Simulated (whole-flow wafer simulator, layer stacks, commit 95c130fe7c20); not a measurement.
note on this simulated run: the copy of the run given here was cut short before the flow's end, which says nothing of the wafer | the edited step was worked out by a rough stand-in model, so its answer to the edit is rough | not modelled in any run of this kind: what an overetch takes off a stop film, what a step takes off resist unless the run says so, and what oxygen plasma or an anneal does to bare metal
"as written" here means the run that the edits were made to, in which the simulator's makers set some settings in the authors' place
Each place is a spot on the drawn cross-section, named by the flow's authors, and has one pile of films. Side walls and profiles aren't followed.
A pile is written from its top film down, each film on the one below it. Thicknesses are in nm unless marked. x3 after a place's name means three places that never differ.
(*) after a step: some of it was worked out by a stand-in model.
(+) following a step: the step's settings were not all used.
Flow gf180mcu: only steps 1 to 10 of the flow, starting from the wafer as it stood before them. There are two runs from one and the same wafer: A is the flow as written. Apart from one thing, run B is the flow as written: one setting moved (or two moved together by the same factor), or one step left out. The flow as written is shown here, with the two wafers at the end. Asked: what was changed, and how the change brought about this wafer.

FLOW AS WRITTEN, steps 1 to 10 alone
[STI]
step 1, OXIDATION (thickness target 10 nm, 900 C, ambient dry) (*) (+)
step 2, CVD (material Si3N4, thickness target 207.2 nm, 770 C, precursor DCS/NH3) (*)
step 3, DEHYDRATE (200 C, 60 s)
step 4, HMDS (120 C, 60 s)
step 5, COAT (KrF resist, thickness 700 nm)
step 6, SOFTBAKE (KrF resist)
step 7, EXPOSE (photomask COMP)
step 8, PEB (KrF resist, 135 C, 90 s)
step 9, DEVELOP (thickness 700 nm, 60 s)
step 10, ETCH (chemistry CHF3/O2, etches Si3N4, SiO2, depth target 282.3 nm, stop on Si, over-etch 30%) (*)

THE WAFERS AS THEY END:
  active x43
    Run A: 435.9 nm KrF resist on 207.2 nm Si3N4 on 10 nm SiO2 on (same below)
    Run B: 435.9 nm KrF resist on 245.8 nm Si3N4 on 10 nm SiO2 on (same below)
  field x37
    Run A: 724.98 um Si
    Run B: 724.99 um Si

What caused this: step 2, CVD: 782 C was run, while the flow as written has 770 C.

The path from the change to this, step by step:
  step 2, CVD (material Si3N4, thickness target 207.2 nm, 770 C, precursor DCS/NH3) (*)
      field x37, active x43: A +207.2 Si3N4 (new film) | B +245.8 Si3N4 (new film)
  step 10, ETCH (chemistry CHF3/O2, etches Si3N4, SiO2, depth target 282.3 nm, stop on Si, over-etch 30%) (*)
      field x37: A -207.2 Si3N4 (all of it), -10 SiO2 (all of it), -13 Si | B -245.8 Si3N4 (all of it), -10 SiO2 (all of it), -5.31 Si
